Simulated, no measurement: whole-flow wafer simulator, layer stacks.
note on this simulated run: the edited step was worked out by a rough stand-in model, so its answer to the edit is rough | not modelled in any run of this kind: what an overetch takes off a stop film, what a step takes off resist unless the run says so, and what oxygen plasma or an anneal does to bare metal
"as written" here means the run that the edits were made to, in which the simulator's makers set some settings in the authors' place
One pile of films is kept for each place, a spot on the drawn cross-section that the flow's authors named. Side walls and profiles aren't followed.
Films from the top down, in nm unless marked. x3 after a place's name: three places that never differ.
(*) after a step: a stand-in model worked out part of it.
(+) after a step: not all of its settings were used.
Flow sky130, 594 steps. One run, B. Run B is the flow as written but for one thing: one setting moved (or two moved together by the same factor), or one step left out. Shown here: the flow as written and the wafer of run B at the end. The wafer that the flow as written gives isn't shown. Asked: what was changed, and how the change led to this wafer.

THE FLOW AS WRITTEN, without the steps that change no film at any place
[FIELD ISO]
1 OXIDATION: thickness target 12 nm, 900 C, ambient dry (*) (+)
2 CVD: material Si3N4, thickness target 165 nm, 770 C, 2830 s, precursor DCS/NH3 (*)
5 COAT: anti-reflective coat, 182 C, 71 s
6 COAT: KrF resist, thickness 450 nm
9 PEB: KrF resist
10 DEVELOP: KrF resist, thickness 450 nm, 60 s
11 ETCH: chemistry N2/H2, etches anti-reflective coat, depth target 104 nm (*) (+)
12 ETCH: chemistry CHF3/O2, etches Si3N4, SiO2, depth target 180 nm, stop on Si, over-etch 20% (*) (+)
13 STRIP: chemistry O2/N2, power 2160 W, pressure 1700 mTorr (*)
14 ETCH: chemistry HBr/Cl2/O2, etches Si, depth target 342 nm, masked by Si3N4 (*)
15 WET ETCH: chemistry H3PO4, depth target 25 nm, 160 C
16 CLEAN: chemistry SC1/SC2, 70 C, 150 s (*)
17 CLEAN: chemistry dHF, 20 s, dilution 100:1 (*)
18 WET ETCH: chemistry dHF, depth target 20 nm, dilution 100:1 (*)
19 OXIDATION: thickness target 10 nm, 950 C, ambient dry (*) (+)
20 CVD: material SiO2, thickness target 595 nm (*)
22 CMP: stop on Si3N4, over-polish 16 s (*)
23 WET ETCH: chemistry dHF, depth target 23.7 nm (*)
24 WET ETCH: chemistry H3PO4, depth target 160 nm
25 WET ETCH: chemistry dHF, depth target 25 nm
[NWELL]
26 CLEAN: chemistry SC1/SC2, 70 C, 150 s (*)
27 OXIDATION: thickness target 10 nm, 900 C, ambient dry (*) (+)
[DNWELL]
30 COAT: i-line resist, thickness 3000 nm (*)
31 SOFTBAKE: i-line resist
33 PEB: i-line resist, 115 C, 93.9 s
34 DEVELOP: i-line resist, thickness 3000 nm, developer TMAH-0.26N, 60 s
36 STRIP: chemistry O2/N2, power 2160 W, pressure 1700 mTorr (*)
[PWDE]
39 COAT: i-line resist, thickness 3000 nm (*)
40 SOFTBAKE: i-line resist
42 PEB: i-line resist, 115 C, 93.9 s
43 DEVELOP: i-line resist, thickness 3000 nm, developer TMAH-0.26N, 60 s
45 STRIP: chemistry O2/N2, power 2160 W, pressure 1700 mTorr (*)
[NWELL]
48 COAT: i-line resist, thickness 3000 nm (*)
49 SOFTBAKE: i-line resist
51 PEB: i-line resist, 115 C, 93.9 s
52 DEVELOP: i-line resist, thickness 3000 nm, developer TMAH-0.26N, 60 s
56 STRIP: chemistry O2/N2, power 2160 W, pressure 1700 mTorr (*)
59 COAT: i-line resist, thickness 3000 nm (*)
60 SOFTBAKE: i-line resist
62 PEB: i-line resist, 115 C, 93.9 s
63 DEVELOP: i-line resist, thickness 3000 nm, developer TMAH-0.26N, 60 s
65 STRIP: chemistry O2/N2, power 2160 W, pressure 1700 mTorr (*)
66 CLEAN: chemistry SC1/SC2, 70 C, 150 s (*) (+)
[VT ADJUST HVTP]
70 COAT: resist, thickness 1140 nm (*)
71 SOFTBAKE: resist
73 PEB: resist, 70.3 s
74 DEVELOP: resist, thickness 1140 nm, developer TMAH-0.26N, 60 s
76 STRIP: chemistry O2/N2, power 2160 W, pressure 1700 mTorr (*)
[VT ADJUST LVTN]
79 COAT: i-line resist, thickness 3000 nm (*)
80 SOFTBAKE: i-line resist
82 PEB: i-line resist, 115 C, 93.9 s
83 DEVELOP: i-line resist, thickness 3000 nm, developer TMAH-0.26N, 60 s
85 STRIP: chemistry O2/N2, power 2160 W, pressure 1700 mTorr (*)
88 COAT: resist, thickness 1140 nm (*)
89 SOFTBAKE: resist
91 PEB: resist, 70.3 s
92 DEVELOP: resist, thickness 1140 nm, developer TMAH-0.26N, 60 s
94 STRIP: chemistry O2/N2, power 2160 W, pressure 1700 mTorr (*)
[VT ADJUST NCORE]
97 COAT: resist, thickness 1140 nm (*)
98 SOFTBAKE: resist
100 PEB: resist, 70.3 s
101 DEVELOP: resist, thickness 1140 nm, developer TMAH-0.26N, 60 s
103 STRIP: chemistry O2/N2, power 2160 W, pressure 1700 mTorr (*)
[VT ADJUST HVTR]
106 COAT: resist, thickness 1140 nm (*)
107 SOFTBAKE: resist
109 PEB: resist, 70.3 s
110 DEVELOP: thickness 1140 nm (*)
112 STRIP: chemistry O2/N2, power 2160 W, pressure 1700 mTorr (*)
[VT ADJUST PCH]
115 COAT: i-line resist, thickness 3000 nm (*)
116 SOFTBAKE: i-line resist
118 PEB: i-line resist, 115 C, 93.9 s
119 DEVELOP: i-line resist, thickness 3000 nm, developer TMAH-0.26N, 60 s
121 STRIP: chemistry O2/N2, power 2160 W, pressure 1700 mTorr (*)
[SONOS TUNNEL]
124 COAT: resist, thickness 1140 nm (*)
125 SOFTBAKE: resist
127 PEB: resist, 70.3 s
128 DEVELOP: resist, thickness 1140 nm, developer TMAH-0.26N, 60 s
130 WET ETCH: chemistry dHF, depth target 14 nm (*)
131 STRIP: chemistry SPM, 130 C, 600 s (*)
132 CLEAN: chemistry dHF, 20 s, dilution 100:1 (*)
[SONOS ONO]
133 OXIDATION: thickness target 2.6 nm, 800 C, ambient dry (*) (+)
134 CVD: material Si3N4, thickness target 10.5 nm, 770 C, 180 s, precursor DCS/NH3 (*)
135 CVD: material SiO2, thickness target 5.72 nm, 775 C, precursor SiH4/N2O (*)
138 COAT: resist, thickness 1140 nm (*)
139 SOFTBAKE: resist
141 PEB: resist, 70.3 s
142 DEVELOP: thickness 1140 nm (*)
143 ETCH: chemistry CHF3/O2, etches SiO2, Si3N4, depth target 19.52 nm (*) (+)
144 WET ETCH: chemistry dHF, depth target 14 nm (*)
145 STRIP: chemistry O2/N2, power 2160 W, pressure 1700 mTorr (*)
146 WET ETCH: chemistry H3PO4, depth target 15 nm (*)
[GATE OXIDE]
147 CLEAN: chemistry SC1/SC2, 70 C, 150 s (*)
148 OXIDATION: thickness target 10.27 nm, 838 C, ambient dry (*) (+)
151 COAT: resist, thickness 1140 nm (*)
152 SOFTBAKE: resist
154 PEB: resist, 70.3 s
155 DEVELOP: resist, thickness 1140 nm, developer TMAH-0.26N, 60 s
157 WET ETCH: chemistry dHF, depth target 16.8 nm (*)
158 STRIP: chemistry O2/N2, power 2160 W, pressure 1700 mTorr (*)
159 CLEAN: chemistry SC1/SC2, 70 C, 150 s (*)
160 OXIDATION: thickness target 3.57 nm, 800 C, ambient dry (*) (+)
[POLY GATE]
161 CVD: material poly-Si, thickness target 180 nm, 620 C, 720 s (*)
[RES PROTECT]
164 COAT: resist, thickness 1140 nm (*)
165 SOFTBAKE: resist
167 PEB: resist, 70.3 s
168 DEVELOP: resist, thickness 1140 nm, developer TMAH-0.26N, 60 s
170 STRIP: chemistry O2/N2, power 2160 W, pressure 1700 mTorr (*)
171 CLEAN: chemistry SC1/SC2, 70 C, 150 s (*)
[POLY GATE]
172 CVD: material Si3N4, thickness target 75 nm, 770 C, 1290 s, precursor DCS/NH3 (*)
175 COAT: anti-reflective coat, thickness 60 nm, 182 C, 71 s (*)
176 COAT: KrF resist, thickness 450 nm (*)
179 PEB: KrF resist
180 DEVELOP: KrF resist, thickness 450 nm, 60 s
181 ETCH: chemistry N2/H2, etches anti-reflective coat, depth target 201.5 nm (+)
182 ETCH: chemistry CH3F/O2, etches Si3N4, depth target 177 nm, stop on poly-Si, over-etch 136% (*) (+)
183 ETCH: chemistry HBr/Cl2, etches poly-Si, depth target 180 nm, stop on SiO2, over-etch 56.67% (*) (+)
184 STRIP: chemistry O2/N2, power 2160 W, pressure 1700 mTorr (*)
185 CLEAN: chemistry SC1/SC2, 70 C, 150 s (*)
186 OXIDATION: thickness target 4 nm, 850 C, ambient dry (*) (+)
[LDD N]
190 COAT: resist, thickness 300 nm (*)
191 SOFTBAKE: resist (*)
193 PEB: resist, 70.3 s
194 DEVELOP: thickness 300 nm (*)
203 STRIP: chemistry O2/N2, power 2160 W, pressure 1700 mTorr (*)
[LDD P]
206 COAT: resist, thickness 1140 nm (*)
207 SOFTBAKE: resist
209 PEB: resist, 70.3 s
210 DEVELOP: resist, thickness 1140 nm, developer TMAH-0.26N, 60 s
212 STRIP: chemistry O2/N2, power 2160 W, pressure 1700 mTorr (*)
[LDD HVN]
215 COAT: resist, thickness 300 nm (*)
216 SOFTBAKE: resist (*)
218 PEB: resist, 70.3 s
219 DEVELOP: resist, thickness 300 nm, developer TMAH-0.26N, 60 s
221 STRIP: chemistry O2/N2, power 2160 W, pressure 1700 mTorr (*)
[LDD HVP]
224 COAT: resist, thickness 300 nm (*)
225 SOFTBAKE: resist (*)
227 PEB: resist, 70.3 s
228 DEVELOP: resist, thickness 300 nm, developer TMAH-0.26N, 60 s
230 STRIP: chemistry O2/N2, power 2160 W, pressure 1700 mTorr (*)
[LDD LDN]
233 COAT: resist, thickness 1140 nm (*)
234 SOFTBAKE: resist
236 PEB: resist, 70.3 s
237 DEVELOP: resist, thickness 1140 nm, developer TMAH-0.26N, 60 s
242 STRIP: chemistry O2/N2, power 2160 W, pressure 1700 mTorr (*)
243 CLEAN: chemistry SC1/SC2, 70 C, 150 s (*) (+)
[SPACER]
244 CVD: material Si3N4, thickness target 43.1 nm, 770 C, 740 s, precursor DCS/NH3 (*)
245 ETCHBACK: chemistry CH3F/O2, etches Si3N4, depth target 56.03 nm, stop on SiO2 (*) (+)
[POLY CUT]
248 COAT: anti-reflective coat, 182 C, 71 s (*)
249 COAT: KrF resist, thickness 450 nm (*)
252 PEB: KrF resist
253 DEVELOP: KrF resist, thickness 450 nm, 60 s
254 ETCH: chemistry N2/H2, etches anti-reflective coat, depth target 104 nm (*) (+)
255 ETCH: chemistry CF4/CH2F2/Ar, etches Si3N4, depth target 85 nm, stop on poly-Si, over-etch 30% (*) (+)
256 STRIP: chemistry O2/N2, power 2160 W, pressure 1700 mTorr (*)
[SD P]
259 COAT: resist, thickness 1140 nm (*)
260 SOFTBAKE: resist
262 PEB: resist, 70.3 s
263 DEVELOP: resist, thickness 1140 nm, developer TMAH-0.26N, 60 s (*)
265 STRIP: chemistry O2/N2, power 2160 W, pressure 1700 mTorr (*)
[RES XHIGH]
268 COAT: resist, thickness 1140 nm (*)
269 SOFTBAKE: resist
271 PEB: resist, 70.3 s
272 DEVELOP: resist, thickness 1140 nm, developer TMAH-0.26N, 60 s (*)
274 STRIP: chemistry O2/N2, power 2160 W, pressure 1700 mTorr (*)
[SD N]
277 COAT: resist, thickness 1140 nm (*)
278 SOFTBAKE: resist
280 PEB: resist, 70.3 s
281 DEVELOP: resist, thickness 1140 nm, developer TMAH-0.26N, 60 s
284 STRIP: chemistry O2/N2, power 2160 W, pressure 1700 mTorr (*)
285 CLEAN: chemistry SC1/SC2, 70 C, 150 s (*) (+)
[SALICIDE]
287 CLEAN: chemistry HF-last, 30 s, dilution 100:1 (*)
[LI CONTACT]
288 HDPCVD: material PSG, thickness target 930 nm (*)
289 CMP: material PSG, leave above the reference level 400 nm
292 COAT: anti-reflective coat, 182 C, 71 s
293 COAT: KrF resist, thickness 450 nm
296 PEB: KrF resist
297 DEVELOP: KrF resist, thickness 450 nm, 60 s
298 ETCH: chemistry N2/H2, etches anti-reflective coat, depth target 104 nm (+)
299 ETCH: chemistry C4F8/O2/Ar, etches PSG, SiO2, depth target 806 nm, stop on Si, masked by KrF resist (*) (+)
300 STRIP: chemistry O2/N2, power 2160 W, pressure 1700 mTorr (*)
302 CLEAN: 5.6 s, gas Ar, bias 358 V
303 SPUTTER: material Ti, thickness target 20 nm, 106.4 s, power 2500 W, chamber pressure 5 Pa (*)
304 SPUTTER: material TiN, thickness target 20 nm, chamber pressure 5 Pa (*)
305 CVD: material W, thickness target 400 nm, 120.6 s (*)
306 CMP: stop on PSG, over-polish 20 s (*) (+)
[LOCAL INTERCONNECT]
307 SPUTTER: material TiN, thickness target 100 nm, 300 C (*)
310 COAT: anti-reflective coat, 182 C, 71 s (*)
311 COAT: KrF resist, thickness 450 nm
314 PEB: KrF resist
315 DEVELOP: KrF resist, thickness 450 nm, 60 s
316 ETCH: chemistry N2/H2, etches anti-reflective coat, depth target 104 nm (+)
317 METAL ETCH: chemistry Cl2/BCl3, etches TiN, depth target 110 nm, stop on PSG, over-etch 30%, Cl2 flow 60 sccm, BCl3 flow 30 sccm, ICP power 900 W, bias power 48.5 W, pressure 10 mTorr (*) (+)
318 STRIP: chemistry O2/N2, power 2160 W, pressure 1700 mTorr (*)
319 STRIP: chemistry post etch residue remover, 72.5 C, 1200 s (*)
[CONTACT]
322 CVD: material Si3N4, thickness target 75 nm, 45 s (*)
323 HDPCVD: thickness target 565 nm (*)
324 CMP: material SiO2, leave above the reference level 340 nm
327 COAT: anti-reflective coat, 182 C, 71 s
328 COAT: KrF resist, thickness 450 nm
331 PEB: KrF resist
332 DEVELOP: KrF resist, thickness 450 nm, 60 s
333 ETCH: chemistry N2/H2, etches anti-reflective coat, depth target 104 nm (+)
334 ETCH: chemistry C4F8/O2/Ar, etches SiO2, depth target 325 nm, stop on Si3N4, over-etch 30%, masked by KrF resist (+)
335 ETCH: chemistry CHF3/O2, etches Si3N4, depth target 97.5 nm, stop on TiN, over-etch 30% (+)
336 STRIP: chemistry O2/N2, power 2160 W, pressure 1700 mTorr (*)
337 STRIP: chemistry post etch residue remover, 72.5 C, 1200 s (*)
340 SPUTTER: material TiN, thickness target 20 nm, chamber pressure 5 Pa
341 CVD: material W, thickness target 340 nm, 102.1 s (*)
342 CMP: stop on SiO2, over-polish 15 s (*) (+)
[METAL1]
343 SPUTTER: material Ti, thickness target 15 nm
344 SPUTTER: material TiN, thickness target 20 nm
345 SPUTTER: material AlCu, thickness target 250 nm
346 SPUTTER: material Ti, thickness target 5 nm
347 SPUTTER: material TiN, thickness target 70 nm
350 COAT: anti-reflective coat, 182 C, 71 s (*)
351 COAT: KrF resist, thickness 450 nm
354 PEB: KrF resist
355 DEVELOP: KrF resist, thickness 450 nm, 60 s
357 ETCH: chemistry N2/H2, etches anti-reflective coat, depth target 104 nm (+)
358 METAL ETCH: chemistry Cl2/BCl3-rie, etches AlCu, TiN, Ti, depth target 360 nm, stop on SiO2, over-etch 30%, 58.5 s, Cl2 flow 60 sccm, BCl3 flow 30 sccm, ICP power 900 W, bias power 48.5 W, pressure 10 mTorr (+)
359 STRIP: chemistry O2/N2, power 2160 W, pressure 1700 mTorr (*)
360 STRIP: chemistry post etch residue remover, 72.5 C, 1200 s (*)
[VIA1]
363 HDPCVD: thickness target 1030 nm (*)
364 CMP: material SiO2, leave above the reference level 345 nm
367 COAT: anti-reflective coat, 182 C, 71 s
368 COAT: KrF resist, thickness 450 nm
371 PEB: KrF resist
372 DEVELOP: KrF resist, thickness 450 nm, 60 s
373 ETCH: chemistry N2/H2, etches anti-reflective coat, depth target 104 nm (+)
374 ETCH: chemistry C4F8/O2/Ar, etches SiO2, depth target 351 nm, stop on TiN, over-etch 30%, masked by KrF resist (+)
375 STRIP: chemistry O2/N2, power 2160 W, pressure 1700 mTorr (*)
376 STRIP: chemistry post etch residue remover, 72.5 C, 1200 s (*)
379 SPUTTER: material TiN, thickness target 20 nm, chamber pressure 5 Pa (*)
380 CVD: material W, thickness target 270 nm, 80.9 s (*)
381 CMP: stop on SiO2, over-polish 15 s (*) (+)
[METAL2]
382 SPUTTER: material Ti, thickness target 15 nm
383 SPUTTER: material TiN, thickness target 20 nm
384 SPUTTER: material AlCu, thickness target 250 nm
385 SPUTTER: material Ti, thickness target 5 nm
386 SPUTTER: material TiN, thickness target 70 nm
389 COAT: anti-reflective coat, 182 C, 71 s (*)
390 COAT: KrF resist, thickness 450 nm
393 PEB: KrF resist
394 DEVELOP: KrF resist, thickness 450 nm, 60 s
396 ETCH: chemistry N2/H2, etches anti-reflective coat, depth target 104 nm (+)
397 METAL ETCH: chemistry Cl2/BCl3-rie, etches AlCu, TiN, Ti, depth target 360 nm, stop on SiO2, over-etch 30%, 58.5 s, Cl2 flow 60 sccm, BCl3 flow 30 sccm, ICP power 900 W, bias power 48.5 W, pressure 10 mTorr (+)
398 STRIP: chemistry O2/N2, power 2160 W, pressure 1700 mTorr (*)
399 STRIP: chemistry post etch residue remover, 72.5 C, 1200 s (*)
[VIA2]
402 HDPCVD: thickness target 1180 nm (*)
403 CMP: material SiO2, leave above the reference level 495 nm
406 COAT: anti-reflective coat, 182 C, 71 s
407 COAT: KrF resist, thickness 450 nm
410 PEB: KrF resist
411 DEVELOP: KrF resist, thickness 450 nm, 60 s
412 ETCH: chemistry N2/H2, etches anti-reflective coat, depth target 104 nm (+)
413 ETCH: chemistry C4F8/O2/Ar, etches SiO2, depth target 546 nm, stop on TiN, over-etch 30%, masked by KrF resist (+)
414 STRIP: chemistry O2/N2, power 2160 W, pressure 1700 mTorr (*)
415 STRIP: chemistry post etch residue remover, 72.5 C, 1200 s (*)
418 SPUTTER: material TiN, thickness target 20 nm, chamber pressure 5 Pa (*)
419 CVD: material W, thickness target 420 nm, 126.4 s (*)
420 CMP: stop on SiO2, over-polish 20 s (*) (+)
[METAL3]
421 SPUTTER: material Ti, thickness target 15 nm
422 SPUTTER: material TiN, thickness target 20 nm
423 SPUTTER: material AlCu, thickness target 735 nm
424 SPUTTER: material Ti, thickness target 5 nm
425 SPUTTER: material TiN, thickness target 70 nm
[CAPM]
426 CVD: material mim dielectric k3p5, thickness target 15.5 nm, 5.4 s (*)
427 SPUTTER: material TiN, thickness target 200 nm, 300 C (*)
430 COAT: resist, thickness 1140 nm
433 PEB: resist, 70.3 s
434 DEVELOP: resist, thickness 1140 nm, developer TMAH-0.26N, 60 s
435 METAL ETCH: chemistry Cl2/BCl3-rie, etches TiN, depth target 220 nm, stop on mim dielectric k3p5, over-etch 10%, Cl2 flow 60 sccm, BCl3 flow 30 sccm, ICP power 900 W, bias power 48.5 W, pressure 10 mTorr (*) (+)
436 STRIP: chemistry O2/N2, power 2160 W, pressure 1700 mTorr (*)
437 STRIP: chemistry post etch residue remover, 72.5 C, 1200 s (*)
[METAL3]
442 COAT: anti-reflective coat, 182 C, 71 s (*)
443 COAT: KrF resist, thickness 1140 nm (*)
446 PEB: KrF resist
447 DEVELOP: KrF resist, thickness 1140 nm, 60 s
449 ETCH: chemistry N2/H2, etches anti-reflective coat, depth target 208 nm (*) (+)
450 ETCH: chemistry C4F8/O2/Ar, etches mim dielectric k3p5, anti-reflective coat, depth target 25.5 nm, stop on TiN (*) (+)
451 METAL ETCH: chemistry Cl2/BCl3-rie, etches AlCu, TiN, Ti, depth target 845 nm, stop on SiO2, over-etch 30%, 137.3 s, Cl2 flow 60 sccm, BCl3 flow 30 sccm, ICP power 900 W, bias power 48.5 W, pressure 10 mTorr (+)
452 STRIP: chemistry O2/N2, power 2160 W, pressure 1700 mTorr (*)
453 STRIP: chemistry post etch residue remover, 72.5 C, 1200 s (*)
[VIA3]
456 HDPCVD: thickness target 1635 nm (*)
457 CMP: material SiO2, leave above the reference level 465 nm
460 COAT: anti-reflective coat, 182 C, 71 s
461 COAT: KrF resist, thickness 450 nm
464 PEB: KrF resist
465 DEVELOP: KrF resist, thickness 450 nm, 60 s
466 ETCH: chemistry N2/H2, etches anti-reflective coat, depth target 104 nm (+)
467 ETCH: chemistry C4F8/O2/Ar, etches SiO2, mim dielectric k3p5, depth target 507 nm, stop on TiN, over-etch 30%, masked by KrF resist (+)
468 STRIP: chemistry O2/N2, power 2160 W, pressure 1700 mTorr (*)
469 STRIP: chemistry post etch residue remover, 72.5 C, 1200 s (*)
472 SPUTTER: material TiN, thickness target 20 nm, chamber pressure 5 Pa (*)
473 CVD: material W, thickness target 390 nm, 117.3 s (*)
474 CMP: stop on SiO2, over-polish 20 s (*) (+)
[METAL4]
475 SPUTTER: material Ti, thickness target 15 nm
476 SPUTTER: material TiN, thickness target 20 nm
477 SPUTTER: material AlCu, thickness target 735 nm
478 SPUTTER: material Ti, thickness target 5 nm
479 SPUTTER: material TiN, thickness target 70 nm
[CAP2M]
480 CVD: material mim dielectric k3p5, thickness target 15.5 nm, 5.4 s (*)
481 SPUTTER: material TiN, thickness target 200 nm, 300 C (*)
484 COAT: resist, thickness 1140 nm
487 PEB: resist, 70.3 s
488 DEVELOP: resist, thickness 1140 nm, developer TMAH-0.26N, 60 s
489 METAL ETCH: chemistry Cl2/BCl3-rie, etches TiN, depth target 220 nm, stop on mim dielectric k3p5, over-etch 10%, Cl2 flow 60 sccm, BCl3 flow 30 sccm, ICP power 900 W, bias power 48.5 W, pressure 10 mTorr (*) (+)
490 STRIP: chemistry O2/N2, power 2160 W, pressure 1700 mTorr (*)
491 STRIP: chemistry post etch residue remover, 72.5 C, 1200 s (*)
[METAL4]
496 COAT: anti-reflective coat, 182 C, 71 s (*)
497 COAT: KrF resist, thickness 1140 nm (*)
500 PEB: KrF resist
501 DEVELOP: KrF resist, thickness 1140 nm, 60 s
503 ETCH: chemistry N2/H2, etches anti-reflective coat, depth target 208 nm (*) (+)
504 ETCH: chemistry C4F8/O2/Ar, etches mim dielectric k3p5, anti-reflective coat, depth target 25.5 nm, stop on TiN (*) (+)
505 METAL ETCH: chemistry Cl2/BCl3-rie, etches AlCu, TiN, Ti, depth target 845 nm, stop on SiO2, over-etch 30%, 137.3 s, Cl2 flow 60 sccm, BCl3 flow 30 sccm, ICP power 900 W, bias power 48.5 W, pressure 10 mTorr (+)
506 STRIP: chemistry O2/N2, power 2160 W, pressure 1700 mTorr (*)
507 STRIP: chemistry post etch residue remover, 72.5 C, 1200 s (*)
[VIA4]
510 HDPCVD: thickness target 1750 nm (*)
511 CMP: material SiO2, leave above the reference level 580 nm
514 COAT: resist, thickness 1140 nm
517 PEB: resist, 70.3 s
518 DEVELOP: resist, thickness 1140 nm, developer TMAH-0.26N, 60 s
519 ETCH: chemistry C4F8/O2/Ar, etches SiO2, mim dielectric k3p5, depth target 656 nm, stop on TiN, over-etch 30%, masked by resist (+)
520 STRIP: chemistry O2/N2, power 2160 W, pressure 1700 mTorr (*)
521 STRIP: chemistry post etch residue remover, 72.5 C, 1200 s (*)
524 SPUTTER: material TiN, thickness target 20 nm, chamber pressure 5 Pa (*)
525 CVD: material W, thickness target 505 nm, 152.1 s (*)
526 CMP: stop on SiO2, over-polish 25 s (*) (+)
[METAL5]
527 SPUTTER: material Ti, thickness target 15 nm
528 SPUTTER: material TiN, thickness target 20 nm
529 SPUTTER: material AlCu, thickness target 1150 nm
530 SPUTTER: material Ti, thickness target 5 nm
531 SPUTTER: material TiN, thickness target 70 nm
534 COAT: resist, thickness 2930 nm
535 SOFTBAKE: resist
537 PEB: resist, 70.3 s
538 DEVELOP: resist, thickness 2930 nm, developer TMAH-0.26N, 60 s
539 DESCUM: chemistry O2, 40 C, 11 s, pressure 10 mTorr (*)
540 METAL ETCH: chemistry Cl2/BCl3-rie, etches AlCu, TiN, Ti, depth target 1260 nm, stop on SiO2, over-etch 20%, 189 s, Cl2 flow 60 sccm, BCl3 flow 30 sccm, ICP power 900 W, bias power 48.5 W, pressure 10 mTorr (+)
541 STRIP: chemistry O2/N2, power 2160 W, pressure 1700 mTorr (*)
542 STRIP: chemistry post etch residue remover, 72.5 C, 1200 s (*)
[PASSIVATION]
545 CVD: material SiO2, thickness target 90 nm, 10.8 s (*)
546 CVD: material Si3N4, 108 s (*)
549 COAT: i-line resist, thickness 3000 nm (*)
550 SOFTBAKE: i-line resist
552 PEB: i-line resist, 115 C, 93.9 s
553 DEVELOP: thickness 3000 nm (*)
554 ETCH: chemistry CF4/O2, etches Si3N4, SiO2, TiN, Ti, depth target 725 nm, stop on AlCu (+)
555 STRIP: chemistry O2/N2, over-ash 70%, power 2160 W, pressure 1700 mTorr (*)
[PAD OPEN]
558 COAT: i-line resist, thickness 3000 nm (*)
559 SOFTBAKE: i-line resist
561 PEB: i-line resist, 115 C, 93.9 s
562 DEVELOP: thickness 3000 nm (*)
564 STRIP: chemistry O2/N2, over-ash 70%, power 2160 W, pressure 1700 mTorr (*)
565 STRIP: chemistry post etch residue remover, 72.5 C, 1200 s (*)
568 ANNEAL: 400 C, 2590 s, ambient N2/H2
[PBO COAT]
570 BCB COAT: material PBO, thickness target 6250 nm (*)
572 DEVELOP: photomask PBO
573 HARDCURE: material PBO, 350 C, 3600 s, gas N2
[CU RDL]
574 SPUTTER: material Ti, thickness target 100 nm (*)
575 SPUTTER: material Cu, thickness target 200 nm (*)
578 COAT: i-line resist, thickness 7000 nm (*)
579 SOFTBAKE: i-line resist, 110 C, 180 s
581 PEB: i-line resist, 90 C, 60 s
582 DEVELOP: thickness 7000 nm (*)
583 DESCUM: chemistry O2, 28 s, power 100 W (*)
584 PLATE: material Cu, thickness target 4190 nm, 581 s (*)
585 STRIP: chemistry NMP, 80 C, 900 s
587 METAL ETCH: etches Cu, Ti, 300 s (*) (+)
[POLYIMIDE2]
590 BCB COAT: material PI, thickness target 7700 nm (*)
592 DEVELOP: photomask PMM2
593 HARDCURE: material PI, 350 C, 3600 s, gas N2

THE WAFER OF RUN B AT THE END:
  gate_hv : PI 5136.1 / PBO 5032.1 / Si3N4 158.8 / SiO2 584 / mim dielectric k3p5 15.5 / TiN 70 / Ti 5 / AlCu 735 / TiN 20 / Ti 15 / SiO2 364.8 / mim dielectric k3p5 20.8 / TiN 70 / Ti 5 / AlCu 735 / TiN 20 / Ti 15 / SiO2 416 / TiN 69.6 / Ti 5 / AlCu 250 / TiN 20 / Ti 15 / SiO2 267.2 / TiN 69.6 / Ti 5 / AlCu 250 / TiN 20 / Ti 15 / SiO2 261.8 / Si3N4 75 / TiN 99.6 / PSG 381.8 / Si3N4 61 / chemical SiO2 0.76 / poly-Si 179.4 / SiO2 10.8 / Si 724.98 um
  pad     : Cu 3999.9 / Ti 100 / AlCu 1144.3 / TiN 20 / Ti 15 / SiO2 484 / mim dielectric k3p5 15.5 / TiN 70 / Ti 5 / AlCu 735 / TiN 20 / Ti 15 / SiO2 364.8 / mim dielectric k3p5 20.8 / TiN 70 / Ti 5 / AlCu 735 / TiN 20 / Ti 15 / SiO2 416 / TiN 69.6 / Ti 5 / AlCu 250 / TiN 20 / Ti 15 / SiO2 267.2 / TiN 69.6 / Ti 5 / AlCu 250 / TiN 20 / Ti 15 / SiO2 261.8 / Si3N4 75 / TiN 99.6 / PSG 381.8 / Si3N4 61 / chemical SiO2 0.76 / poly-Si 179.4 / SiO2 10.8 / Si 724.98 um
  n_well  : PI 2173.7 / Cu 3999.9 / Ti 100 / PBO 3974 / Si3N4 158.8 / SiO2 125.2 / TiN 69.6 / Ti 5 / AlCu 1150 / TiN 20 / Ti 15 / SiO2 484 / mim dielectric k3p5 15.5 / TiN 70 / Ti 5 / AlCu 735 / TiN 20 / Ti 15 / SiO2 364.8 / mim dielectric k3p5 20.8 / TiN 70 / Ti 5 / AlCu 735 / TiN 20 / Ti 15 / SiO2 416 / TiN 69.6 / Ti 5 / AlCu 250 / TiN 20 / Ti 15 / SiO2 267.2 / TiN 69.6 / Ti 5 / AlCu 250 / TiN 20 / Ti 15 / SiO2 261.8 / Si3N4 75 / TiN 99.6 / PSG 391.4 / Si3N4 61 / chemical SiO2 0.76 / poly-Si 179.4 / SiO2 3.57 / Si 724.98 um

The cause: step 426, CVD: thickness target 20.8 nm was run, where the flow has thickness target 15.5 nm; step 426, CVD: 7.24 s was run, where the flow has 5.4 s.
It can be read off the wafer: gate_hv has mim dielectric k3p5 20.8, and step 426 as written asks for 15.5 nm.

How the change led to this, step by step:
  426 CVD: material mim dielectric k3p5, thickness target 15.5 nm, 5.4 s (*)
      field, active, n_well and 188 more: mim dielectric k3p5 +20.8 (new film) (as written it would be: mim dielectric k3p5 +15.5 (new film))
  450 ETCH: chemistry C4F8/O2/Ar, etches mim dielectric k3p5, anti-reflective coat, depth target 25.5 nm, stop on TiN (*) (+)
      n_well, p_well, gate_hv and 104 more: KrF resist -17 (as written it would be: KrF resist -15.5)
      field, active, gate and 82 more: mim dielectric k3p5 -20.8 (all of it) (as written it would be: mim dielectric k3p5 -15.5 (all of it))
  467 ETCH: chemistry C4F8/O2/Ar, etches SiO2, mim dielectric k3p5, depth target 507 nm, stop on TiN, over-etch 30%, masked by KrF resist (+)
      m1: SiO2 -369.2 (all of it), mim dielectric k3p5 -20.8 (all of it) (as written it would be: SiO2 -374.5 (all of it), mim dielectric k3p5 -15.5 (all of it))
      via3_hole: SiO2 -368.6 (all of it), mim dielectric k3p5 -20.8 (all of it) (as written it would be: SiO2 -373.9 (all of it), mim dielectric k3p5 -15.5 (all of it))
